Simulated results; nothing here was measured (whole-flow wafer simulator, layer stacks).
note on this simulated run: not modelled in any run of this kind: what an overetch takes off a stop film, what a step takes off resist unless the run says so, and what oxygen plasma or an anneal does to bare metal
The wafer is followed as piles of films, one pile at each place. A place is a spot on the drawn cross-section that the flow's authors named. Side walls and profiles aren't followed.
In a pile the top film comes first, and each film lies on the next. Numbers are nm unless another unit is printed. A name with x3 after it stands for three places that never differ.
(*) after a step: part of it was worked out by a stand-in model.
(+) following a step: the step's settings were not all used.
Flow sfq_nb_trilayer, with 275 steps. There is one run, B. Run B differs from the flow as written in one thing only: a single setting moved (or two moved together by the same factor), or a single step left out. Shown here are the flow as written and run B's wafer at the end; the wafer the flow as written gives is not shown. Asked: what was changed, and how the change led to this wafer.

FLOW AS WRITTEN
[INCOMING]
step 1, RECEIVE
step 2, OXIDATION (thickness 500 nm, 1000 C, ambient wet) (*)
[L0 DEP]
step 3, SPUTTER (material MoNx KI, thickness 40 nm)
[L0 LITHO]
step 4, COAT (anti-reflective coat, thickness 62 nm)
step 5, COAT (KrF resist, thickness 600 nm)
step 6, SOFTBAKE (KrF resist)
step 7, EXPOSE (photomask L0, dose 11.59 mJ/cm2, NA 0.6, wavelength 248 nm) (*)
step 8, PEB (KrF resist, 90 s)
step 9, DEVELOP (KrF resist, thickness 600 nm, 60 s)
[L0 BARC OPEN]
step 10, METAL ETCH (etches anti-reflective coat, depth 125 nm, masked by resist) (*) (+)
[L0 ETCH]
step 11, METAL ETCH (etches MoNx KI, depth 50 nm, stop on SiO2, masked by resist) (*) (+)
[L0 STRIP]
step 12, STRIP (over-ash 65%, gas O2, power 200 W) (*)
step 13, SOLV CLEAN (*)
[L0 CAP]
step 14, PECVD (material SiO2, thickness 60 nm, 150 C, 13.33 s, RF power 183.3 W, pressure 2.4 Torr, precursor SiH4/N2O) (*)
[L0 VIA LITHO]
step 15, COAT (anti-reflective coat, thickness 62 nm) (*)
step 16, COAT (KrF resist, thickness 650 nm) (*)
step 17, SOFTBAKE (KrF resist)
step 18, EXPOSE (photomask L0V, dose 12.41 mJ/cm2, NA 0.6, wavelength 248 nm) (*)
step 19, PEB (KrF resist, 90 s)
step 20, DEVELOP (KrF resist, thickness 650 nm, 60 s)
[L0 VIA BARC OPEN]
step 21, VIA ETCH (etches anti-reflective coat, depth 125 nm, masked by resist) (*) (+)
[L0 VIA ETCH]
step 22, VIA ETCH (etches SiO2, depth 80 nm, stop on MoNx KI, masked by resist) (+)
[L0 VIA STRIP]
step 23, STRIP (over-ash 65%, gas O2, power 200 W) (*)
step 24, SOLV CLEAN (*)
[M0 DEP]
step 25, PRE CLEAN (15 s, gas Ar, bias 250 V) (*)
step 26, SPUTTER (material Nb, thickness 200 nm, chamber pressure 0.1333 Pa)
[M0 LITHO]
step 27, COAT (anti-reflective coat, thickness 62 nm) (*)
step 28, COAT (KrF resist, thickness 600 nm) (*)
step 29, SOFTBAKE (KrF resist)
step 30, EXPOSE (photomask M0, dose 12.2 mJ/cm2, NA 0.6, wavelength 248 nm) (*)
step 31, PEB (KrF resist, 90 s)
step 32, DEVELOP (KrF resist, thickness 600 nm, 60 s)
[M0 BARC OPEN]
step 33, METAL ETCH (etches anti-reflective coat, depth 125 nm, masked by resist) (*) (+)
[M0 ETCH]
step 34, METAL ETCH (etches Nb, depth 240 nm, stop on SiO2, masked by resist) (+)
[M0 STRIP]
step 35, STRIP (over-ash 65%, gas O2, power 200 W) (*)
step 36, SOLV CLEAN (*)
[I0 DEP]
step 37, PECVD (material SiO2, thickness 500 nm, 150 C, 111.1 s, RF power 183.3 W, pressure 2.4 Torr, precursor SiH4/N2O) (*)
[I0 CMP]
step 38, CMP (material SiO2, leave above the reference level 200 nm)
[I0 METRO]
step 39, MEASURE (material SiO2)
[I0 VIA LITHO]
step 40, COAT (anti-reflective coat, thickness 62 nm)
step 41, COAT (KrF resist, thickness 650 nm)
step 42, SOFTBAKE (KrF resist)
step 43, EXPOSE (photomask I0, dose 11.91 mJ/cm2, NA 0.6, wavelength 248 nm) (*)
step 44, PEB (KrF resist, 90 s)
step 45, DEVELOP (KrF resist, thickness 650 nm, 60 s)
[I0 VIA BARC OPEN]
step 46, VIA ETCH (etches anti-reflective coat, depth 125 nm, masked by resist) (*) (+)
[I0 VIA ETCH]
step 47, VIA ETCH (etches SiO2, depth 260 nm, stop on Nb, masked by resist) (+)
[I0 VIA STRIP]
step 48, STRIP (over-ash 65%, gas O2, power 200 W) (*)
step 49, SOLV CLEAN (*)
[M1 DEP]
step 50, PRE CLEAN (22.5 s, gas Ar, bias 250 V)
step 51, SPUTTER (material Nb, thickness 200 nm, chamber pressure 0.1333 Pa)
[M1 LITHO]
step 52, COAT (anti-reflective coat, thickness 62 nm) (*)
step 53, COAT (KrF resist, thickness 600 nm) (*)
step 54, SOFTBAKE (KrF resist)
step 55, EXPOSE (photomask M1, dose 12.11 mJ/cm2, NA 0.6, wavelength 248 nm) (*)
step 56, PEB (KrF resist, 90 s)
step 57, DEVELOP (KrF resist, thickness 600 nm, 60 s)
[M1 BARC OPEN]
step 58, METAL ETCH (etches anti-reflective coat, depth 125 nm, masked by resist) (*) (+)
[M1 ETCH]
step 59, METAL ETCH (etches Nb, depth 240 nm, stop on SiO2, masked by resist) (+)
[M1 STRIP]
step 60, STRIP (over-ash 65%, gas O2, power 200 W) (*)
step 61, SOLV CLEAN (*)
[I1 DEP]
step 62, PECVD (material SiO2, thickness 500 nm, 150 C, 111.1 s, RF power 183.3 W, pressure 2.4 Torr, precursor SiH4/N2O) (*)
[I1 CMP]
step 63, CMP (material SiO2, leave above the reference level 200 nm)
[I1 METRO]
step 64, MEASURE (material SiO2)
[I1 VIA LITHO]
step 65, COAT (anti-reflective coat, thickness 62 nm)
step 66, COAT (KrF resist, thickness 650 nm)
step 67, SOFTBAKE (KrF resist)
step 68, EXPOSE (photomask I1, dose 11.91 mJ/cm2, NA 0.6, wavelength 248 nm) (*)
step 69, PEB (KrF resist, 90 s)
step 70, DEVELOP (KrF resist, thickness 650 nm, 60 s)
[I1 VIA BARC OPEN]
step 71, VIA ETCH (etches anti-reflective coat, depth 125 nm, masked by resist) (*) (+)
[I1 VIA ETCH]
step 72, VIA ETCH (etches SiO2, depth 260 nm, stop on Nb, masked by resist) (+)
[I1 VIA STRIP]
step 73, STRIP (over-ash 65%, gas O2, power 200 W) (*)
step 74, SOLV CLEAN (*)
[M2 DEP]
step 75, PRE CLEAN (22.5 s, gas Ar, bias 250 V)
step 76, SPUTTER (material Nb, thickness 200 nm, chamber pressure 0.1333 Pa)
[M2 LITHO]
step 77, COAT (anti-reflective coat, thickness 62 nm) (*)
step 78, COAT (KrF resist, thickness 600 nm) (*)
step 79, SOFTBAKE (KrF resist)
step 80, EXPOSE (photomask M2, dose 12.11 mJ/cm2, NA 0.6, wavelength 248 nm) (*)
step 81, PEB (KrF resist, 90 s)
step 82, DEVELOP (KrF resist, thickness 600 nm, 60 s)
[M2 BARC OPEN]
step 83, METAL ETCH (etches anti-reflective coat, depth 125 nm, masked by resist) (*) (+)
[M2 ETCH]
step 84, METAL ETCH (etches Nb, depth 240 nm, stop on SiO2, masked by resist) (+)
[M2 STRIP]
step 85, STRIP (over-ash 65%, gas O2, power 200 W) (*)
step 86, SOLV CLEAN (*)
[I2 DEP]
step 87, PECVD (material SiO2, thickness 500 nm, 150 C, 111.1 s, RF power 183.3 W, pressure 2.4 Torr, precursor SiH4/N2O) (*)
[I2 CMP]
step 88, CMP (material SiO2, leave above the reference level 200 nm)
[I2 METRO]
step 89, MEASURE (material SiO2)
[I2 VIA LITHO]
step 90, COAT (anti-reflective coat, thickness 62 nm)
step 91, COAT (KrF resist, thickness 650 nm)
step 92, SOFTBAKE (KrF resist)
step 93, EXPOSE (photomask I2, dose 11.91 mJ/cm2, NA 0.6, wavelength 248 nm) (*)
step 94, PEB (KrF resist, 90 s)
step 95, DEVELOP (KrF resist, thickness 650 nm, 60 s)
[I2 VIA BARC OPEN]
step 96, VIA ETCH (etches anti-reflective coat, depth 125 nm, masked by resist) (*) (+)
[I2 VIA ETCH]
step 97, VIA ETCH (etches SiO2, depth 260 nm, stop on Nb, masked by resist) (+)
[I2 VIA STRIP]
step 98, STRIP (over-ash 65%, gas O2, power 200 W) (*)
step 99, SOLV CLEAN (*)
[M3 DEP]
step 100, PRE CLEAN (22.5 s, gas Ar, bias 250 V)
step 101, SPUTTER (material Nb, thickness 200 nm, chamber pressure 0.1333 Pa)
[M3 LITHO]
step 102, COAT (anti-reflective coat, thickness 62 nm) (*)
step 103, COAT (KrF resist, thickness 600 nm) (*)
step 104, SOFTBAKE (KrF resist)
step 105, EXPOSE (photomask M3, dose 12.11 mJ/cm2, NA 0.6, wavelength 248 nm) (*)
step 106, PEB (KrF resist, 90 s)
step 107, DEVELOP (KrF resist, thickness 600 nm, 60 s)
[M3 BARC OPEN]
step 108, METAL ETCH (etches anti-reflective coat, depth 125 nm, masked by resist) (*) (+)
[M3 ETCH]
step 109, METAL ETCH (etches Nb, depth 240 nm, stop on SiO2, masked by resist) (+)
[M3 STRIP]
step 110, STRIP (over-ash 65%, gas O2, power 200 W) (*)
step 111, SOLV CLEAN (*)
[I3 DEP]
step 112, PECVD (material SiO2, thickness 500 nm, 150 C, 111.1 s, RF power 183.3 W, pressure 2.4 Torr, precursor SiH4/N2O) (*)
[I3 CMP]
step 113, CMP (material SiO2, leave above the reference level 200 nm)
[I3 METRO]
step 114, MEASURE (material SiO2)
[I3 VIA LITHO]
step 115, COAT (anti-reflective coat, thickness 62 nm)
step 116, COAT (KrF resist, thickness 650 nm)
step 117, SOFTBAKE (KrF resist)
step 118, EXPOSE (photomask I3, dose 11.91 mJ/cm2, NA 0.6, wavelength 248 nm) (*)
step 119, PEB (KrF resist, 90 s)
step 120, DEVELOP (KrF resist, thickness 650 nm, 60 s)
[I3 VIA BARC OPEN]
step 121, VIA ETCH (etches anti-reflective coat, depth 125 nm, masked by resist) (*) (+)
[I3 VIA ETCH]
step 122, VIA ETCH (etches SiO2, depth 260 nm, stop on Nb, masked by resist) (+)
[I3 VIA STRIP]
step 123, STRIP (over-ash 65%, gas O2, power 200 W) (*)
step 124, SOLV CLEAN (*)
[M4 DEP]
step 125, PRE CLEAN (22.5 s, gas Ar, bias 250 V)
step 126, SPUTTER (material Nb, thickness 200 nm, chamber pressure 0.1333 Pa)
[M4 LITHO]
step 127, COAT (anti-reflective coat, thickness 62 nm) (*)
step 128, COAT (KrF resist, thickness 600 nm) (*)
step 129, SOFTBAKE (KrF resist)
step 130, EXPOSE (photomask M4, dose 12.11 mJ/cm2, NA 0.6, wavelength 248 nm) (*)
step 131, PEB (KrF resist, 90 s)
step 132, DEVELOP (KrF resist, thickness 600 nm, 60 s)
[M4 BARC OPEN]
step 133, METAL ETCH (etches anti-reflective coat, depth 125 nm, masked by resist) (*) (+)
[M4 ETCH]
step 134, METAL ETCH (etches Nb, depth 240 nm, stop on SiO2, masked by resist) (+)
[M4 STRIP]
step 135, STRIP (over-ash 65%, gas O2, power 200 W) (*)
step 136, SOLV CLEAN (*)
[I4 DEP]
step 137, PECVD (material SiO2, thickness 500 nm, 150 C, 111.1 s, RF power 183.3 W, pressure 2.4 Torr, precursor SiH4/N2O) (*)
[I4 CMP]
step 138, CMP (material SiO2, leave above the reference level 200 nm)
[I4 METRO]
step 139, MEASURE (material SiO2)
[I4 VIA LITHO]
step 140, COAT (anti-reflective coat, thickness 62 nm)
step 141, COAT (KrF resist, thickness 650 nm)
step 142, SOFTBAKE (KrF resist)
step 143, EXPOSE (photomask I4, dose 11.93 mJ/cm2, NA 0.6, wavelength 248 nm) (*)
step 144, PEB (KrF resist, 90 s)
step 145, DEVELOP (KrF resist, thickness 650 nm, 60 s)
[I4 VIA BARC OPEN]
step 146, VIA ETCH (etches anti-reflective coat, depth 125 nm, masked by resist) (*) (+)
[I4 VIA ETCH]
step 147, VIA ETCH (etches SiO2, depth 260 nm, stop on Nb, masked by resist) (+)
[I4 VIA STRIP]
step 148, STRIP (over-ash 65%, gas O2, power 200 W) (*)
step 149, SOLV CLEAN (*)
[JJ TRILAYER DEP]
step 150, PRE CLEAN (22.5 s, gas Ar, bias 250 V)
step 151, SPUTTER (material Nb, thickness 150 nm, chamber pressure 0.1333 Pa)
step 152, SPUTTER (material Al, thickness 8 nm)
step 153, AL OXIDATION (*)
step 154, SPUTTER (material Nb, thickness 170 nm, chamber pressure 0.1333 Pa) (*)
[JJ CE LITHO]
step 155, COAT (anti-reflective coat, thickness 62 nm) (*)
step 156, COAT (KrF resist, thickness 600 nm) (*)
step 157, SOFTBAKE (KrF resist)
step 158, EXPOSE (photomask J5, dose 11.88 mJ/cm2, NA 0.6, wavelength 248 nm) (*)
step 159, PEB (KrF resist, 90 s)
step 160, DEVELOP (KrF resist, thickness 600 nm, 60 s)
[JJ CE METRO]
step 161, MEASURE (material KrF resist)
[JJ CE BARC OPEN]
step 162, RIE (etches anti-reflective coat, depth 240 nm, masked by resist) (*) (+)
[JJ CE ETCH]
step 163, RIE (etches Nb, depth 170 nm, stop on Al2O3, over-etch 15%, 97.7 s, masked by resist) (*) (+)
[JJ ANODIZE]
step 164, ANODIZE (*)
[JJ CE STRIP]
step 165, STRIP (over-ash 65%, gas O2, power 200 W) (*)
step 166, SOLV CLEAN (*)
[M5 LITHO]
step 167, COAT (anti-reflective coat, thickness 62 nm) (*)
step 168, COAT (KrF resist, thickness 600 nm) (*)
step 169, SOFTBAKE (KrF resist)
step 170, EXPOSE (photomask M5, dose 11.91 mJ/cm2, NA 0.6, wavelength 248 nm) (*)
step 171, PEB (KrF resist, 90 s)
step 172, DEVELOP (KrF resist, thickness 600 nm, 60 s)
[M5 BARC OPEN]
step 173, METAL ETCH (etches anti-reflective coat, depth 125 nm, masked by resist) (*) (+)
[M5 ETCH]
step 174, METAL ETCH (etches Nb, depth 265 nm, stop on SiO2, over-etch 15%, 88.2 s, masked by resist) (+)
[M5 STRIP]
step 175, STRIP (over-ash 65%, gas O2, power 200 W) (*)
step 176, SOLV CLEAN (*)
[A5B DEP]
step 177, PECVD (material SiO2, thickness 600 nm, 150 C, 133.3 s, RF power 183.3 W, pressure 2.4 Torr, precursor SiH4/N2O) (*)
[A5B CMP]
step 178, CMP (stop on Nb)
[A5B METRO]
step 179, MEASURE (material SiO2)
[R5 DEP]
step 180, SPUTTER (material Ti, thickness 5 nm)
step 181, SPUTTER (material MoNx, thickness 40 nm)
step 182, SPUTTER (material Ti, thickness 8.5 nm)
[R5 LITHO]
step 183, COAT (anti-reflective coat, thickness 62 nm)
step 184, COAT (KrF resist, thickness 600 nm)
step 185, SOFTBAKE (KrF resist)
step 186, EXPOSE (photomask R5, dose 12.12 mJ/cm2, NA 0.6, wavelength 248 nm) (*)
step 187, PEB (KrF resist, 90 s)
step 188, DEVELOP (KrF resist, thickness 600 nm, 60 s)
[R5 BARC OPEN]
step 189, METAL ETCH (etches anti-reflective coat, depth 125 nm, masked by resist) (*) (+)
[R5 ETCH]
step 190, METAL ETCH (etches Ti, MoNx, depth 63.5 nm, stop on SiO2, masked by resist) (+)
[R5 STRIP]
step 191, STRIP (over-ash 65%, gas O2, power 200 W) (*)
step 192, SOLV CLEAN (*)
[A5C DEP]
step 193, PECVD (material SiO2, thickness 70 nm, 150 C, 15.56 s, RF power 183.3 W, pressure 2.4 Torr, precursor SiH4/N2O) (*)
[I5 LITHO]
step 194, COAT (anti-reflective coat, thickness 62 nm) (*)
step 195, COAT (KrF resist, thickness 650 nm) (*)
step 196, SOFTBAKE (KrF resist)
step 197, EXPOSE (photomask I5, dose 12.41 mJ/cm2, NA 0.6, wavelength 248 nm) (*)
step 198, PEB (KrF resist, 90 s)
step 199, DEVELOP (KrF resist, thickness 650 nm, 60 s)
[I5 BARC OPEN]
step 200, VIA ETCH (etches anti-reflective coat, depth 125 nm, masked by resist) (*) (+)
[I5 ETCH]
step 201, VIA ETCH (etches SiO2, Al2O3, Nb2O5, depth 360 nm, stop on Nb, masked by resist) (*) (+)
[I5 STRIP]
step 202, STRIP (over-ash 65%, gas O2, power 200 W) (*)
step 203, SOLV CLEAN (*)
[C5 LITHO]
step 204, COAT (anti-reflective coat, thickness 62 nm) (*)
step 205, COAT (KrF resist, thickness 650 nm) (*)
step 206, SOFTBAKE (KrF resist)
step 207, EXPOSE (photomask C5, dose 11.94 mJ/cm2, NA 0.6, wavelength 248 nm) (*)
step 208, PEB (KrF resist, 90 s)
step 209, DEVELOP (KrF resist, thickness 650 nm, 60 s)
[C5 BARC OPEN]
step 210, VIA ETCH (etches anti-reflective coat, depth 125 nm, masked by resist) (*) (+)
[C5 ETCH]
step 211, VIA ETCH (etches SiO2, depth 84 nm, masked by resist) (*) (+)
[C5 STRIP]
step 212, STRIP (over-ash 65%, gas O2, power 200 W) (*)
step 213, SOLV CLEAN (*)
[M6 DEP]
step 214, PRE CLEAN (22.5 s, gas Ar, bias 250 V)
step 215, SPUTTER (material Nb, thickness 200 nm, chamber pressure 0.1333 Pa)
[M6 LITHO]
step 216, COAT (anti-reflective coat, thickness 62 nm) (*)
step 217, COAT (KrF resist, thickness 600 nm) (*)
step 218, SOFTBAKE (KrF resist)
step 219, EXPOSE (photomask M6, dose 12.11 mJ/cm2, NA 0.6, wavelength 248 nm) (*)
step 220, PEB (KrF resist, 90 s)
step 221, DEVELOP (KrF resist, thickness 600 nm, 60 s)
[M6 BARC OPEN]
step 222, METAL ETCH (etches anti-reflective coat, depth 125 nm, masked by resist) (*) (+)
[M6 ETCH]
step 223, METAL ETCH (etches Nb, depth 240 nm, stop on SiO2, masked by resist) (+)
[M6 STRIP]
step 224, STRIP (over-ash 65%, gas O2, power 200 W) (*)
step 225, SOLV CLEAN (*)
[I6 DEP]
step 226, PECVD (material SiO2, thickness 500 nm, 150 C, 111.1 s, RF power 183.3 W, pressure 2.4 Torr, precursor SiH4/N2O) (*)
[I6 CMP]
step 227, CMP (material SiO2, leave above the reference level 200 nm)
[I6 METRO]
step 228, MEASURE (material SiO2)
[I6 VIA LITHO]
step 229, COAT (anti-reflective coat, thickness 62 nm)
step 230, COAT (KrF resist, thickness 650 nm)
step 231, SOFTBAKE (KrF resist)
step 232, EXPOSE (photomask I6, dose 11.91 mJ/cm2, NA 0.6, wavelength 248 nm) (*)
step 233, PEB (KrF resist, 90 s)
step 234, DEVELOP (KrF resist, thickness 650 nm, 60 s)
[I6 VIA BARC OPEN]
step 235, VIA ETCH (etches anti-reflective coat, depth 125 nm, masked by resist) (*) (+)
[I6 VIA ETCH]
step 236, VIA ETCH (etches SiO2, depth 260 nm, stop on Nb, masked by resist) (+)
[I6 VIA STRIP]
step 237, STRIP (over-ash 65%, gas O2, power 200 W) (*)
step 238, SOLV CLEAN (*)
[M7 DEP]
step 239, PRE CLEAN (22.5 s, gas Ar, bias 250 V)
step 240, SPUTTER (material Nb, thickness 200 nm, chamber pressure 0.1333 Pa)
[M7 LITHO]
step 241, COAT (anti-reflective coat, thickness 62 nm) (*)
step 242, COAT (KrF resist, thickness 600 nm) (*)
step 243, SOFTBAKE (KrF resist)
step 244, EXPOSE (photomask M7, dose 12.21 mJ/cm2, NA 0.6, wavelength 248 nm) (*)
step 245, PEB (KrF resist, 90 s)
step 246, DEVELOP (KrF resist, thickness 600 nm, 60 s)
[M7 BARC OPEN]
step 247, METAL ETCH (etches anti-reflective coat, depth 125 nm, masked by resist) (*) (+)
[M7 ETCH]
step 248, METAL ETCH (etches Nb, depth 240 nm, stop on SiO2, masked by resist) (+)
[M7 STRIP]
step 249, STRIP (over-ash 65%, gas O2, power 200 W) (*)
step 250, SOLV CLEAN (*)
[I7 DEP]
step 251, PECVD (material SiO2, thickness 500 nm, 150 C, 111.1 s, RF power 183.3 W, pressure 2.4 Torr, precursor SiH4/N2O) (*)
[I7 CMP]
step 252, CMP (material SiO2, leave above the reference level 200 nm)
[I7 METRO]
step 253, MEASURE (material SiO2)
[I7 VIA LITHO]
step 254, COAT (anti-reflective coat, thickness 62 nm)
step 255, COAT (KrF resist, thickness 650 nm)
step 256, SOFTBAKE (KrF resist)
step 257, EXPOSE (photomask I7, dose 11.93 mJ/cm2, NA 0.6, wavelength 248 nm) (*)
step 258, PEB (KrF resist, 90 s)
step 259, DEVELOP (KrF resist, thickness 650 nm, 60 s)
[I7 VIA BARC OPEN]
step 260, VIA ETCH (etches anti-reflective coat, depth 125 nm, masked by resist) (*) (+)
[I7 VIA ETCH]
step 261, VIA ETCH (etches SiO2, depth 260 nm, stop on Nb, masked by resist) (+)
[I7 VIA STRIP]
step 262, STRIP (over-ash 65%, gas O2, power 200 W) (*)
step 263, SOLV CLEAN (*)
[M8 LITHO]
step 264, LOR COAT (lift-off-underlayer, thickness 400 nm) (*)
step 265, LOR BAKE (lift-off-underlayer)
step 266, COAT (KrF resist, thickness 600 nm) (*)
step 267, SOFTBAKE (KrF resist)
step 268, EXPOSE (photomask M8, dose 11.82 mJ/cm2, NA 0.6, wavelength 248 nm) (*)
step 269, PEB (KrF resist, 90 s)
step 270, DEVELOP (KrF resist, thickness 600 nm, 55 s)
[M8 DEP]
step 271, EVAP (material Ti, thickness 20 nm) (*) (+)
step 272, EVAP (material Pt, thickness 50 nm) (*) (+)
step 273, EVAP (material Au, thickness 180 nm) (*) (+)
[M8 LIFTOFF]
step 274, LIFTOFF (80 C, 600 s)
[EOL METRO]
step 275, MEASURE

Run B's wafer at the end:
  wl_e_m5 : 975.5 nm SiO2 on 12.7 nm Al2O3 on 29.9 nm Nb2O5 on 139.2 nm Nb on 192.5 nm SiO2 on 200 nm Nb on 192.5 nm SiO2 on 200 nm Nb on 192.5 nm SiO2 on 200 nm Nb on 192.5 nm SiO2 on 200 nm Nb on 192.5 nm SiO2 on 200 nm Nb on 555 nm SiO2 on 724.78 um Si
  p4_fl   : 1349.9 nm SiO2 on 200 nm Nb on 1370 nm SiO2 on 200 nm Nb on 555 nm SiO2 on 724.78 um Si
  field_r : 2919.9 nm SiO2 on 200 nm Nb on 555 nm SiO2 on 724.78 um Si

What caused this: step 227, CMP: leave above the reference level 174 nm was run, whereas the flow has leave above the reference level 200 nm.

The path from the change to this, step by step:
  step 227, CMP (material SiO2, leave above the reference level 200 nm)
      field_l, p4_fl, p4_fm and 59 more: -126 SiO2 (it would be, as written: -100 SiO2)
      v_sur, via_wl, via_w and 15 more: -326 SiO2 (it would be, as written: -300 SiO2)
      (and at 26 other places as well)
  step 236, VIA ETCH (etches SiO2, depth 260 nm, stop on Nb, masked by resist) (+)
      via_v: -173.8 SiO2 (all of it) (it would be, as written: -199.8 SiO2 (all of it))
  step 240, SPUTTER (material Nb, thickness 200 nm, chamber pressure 0.1333 Pa)
      via_v: +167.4 Nb (it would be, as written: +161.1 Nb)
  step 241, COAT (anti-reflective coat, thickness 62 nm) (*)
      via_v: +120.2 anti-reflective coat (new film) (it would be, as written: +126 anti-reflective coat (new film))
  step 242, COAT (KrF resist, thickness 600 nm) (*)
      via_v: +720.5 KrF resist (new film) (it would be, as written: +742.5 KrF resist (new film))
  step 249, STRIP (over-ash 65%, gas O2, power 200 W) (*)
      via_v: -502.6 KrF resist (all of it), -120.2 anti-reflective coat (all of it) (it would be, as written: -524.5 KrF resist (all of it), -126 anti-reflective coat (all of it))
  step 251, PECVD (material SiO2, thickness 500 nm, 150 C, 111.1 s, RF power 183.3 W, pressure 2.4 Torr, precursor SiH4/N2O) (*)
      via_v: +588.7 SiO2 (new film) (it would be, as written: +621 SiO2 (new film))
